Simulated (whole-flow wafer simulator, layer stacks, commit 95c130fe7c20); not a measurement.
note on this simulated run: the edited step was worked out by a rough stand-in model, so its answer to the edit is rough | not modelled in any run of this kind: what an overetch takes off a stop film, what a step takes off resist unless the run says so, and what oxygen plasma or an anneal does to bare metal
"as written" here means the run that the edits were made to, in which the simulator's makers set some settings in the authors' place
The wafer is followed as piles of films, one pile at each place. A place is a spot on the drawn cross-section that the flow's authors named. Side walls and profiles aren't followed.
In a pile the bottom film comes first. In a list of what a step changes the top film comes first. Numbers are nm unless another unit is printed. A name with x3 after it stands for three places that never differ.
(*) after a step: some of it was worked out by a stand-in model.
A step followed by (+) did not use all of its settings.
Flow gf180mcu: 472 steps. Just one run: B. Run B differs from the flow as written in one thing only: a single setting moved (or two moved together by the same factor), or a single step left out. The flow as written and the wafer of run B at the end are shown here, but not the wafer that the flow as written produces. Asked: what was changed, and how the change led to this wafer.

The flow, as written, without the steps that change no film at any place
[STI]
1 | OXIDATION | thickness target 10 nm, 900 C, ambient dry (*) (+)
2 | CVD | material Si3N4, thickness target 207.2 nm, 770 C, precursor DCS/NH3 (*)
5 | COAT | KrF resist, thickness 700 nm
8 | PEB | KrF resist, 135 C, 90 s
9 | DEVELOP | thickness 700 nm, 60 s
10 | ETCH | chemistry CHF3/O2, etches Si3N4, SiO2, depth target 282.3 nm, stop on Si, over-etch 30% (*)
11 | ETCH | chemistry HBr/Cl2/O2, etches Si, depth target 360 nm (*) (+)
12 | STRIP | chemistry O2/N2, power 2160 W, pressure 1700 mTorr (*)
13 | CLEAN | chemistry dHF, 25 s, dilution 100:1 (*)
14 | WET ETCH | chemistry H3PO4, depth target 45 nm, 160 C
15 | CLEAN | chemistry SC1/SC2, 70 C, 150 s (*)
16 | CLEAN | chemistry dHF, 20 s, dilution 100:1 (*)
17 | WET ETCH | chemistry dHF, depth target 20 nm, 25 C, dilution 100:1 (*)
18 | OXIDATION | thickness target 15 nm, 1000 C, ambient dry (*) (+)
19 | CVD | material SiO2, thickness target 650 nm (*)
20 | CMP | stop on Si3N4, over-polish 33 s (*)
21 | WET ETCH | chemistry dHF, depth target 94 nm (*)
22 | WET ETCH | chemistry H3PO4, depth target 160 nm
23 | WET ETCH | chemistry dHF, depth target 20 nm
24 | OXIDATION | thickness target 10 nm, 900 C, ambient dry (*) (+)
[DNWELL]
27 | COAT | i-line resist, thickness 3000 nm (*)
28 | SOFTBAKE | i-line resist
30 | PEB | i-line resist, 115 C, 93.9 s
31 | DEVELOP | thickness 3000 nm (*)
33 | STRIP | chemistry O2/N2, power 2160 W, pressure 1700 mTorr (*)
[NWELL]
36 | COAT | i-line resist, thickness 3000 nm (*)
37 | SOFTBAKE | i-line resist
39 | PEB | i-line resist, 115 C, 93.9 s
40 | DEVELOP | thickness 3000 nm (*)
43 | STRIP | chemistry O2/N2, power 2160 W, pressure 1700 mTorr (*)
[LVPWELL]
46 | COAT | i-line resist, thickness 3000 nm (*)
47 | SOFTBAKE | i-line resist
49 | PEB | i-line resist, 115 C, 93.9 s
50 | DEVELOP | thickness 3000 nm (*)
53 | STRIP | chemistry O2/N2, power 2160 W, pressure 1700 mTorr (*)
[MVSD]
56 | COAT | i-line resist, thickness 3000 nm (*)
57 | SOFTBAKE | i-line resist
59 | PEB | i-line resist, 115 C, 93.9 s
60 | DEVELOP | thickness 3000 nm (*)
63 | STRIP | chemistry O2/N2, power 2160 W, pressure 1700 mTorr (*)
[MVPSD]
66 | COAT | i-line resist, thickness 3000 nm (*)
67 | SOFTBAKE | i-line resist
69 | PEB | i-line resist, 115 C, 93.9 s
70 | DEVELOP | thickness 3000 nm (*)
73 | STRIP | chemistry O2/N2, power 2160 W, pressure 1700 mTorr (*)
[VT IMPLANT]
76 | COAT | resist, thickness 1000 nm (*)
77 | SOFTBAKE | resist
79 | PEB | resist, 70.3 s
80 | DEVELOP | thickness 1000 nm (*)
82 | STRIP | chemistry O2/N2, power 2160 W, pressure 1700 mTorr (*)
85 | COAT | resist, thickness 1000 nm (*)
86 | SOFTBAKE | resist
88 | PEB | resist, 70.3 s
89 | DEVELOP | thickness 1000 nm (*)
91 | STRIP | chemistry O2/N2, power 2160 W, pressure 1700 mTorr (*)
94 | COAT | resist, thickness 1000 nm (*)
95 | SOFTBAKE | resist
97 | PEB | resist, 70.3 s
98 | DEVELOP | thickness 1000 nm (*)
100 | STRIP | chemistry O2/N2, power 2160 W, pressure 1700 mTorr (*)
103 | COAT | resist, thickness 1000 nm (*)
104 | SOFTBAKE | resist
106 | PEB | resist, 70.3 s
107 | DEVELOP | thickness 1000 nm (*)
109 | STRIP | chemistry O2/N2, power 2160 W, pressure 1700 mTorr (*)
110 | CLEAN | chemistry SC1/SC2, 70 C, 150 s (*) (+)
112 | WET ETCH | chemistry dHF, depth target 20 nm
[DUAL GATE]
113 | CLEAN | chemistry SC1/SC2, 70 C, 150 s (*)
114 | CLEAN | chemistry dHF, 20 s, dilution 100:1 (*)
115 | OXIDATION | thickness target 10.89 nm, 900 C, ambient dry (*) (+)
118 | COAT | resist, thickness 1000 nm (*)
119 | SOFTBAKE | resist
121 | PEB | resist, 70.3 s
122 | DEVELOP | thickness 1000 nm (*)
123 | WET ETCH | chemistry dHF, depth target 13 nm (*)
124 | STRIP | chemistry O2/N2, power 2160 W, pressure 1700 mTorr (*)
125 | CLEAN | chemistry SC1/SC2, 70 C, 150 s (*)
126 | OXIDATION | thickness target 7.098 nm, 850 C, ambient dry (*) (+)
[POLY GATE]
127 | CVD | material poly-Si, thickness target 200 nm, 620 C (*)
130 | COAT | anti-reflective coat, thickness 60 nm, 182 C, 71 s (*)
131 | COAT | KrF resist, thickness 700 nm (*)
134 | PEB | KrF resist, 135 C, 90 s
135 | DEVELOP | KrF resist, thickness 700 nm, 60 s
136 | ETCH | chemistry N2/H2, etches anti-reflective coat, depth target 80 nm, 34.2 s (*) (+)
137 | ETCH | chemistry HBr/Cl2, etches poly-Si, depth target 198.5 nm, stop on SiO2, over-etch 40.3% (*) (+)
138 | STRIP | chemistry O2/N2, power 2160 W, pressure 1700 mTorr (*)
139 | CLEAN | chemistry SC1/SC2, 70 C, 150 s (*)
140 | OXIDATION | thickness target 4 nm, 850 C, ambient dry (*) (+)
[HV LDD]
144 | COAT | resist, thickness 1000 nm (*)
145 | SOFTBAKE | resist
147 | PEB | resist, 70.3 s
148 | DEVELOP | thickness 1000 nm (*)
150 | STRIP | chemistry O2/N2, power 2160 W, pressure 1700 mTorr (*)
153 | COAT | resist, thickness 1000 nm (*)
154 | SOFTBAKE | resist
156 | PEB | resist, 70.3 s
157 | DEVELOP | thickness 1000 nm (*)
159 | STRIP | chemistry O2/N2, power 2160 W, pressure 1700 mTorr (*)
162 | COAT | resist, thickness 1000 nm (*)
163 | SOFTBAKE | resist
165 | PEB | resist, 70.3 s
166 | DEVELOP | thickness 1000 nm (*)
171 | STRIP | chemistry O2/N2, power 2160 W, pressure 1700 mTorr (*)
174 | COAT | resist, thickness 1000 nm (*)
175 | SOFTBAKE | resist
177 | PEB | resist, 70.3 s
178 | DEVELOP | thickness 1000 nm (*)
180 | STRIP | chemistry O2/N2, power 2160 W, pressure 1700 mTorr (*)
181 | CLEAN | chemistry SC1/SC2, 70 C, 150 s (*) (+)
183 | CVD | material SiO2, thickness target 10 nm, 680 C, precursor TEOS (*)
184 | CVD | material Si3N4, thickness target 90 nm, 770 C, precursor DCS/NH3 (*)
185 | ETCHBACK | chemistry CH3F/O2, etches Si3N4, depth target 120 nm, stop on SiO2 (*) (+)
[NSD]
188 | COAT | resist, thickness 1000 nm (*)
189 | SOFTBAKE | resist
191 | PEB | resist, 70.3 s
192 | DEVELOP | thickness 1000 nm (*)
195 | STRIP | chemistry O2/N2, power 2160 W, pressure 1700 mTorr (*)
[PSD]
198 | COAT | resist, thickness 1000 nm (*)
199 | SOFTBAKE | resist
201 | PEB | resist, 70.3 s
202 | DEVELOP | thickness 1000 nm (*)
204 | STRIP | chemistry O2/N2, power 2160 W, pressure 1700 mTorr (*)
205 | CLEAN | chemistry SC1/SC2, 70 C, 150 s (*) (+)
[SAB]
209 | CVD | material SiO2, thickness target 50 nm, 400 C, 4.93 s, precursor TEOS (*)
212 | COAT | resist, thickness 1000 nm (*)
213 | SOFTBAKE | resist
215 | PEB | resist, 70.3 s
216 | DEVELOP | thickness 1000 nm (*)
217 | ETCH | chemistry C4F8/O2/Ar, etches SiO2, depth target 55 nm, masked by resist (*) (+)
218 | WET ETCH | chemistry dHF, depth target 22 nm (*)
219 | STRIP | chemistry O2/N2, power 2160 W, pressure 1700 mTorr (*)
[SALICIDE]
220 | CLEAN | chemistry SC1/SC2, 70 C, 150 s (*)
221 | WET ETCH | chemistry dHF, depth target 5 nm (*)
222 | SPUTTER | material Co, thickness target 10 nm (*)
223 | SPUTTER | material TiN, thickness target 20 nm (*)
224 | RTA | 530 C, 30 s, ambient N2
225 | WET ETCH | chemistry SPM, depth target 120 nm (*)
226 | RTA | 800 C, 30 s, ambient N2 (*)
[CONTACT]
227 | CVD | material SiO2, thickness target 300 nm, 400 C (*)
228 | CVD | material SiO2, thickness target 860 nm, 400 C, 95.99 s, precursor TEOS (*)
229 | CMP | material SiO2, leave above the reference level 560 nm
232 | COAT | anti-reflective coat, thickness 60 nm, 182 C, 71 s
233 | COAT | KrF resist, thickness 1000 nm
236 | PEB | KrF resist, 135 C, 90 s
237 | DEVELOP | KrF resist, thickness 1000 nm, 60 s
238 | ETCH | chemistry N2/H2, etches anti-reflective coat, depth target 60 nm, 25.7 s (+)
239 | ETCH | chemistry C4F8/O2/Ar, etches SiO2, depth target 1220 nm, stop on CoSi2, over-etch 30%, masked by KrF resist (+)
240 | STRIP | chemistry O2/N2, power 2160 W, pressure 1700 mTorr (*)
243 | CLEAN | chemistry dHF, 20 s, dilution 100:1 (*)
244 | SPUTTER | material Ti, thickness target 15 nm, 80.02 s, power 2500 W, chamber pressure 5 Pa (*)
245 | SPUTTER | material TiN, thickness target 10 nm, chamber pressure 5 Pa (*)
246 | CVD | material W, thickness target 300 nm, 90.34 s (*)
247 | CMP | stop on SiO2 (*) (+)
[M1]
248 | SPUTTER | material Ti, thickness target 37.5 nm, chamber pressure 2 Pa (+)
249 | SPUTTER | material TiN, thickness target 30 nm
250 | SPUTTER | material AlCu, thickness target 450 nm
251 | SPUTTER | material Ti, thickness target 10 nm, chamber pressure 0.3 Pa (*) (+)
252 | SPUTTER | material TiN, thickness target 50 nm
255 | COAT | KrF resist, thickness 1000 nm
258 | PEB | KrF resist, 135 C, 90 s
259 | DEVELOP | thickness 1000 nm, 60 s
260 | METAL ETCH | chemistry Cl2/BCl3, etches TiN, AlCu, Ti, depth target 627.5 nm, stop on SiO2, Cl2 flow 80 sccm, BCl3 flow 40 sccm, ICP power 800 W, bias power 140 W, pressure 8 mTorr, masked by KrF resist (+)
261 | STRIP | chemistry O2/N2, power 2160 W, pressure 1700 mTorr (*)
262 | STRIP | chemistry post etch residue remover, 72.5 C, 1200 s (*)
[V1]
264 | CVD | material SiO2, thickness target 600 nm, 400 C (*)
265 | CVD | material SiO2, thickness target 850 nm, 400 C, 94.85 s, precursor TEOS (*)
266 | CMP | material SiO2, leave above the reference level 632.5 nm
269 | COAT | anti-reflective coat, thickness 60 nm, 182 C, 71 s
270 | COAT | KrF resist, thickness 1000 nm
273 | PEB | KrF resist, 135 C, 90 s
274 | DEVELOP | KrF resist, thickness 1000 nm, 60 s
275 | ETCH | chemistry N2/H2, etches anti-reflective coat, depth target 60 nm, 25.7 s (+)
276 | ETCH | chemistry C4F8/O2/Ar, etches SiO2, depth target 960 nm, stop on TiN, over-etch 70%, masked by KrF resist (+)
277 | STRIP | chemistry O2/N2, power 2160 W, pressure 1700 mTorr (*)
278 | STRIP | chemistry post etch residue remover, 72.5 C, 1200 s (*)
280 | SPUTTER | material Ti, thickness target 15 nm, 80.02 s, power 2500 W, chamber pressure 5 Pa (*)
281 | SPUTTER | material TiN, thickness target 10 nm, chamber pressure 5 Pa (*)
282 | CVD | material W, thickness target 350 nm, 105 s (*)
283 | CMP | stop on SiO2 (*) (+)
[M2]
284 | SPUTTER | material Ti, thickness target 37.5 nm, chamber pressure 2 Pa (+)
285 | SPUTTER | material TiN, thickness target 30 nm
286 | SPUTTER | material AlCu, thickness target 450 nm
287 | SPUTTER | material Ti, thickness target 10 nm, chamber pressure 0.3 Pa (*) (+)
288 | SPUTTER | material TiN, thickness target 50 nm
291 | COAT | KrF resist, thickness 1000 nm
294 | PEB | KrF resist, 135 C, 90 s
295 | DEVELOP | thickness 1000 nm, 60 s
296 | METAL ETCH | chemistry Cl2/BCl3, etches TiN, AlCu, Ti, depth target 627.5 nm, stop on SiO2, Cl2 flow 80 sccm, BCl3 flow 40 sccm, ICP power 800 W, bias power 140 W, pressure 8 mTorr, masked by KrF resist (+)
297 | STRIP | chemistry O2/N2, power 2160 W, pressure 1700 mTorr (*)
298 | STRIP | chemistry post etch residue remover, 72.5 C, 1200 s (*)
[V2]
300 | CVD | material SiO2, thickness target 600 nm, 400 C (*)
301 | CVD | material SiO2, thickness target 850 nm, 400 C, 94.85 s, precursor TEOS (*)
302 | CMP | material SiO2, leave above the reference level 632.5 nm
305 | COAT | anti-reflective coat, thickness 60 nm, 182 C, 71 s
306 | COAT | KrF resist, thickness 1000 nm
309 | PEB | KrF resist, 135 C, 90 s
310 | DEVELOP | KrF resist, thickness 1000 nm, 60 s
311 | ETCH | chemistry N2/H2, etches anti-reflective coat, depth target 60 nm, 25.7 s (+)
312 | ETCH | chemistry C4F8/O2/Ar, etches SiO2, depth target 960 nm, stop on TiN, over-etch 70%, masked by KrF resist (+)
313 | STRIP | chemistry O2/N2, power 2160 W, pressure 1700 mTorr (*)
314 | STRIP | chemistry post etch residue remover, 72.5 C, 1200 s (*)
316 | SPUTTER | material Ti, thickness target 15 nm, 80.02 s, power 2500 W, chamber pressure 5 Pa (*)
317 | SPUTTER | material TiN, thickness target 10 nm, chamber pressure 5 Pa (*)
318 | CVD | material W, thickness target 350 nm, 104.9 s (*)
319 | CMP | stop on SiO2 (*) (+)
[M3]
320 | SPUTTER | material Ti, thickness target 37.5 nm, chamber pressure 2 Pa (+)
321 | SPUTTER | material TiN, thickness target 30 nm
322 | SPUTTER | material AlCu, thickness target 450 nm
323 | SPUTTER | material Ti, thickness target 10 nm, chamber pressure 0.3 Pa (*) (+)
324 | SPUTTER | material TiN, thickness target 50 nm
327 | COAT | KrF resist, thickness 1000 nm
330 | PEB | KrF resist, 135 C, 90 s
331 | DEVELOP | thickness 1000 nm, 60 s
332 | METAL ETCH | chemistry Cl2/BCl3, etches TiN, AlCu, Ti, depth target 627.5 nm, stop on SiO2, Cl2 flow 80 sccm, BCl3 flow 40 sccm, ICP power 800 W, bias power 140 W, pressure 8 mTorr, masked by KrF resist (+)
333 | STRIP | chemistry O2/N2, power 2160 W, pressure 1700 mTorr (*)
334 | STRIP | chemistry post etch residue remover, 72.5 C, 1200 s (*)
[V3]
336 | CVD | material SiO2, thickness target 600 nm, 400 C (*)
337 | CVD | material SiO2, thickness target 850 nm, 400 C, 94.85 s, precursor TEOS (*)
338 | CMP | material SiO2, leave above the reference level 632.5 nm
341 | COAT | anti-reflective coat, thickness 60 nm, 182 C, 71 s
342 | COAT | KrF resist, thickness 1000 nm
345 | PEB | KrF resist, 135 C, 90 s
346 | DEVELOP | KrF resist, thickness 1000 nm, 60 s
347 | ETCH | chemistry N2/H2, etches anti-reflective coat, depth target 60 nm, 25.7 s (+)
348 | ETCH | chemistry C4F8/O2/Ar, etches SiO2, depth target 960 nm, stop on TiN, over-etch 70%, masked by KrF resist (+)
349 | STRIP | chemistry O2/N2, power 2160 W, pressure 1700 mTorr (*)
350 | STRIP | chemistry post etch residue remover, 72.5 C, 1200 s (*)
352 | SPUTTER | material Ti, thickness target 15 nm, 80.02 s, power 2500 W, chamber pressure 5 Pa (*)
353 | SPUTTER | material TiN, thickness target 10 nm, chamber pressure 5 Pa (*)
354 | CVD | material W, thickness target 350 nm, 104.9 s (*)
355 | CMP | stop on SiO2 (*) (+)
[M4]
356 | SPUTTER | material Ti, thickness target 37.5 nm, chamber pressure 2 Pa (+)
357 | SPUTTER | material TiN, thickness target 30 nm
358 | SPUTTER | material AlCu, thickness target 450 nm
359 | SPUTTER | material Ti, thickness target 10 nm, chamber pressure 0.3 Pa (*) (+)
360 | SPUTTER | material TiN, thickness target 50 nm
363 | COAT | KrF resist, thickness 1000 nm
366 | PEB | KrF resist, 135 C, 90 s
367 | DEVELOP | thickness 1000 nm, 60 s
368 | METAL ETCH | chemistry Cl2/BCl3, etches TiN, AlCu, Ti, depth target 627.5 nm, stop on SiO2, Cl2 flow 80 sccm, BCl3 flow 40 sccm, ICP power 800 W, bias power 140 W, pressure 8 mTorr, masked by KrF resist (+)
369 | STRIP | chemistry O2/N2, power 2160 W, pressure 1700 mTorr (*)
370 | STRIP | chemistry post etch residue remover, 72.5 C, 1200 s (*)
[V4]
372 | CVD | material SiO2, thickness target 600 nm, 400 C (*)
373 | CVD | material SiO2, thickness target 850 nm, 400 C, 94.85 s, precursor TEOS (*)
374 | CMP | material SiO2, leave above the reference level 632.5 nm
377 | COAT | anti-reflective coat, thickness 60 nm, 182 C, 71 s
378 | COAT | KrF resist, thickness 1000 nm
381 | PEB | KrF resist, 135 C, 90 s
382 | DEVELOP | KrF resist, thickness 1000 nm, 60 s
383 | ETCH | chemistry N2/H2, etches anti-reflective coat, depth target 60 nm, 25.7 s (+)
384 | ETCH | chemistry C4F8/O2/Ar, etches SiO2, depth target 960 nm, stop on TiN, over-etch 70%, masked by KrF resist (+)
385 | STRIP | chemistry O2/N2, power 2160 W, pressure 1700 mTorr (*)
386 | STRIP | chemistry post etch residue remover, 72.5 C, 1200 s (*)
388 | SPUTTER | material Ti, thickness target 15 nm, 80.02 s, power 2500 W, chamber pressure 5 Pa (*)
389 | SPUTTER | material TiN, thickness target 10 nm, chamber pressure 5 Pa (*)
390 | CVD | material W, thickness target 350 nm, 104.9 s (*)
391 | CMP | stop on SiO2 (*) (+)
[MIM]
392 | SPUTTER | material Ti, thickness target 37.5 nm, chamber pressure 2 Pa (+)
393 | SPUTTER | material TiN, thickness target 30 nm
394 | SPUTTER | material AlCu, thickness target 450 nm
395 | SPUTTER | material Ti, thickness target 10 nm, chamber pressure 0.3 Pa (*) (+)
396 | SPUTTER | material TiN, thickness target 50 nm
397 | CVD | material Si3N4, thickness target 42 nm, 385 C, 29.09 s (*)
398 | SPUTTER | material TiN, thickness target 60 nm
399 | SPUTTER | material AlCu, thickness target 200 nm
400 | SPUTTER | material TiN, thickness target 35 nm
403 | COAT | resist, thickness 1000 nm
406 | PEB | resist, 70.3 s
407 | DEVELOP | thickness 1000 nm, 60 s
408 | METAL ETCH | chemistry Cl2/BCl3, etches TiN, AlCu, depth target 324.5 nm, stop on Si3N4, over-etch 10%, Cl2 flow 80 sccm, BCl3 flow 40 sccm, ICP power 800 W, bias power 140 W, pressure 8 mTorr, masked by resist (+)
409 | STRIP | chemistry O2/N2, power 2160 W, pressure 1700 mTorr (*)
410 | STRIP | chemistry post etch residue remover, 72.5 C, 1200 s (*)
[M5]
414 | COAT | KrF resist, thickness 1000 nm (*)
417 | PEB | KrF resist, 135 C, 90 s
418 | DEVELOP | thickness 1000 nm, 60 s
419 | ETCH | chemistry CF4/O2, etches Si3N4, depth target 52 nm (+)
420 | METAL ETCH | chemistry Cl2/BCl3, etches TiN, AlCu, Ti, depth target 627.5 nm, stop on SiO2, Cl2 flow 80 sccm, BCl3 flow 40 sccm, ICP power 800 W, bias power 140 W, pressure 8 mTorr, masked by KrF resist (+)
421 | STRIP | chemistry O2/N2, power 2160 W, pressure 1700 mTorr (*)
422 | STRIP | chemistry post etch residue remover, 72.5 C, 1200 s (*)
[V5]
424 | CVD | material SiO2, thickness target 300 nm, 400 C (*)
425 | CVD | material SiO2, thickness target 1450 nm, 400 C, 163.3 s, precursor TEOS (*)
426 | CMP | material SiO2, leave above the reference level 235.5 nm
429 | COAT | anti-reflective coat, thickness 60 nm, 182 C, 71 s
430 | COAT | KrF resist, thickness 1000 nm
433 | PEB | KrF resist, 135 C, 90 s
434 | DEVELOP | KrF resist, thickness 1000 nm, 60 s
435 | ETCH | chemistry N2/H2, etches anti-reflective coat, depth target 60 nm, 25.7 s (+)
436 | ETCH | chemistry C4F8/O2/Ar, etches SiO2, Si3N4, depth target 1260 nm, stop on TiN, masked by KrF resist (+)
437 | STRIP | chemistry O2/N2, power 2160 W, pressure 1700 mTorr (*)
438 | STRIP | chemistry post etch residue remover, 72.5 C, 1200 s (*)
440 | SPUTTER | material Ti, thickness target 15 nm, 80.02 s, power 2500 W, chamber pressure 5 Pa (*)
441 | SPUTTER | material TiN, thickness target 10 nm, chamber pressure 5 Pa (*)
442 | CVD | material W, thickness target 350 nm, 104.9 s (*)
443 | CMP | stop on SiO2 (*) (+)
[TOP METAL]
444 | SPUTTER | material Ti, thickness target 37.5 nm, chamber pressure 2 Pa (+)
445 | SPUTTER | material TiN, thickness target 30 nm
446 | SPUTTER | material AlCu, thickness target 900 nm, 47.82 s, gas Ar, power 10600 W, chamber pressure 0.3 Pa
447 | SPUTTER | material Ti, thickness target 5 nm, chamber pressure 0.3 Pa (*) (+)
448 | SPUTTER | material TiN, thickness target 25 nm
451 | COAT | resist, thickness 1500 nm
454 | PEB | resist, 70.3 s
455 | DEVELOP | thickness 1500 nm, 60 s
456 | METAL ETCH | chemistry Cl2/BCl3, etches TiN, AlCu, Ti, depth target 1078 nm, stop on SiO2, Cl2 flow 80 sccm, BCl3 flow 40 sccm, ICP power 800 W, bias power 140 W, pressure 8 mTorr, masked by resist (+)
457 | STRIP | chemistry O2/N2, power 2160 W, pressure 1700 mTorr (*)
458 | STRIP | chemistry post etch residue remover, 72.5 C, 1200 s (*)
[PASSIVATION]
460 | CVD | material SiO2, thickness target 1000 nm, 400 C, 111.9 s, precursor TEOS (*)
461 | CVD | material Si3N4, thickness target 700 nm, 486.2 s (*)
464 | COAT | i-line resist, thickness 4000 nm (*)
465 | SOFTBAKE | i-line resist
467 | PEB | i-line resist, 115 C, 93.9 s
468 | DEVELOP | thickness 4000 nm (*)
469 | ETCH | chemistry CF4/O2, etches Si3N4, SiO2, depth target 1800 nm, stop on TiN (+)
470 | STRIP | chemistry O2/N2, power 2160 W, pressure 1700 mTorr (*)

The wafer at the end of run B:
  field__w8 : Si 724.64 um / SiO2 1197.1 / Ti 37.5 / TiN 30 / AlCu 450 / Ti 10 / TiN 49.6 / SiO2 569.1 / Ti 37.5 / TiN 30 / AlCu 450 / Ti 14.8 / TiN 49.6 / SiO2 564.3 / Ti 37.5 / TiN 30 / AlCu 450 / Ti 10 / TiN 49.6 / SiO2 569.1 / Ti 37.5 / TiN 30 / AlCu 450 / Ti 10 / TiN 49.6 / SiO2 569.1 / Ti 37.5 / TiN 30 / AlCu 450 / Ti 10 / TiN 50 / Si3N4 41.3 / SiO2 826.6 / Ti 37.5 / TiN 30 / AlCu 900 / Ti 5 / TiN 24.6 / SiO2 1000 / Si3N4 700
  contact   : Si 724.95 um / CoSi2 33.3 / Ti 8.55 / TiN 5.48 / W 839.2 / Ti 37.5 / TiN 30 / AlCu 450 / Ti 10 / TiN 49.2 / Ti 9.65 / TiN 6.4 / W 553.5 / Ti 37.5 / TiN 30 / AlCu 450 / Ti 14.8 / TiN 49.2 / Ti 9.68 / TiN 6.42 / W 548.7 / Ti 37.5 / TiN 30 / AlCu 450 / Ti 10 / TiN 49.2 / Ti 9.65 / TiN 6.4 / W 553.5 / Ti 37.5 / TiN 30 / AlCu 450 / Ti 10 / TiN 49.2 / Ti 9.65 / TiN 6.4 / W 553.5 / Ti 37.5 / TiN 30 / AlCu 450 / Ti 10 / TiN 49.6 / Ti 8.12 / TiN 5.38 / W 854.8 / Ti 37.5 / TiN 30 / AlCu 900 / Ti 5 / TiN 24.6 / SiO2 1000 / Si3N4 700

Cause: step 287, SPUTTER: thickness target 14.8 nm was run, while the flow as written has thickness target 10 nm.
One can read it off the wafer: field__w8 has Ti 14.8, and step 287 as written asks for 10 nm.

Step by step, how the change led to this:
  287 | SPUTTER | material Ti, thickness target 10 nm, chamber pressure 0.3 Pa (*) (+)
      field, field__w1, field__w2 and 108 more: +14.8 Ti (new film) (it would be, as written: +10 Ti (new film))
  296 | METAL ETCH | chemistry Cl2/BCl3, etches TiN, AlCu, Ti, depth target 627.5 nm, stop on SiO2, Cl2 flow 80 sccm, BCl3 flow 40 sccm, ICP power 800 W, bias power 140 W, pressure 8 mTorr, masked by KrF resist (+)
      field, field__w1, field__w2 and 103 more: -50 TiN (all of it), -14.8 Ti (all of it), -450 AlCu (all of it), -30 TiN (all of it), -37.5 Ti (all of it) (it would be, as written: -50 TiN (all of it), -10 Ti (all of it), -450 AlCu (all of it), -30 TiN (all of it), -37.5 Ti (all of it))
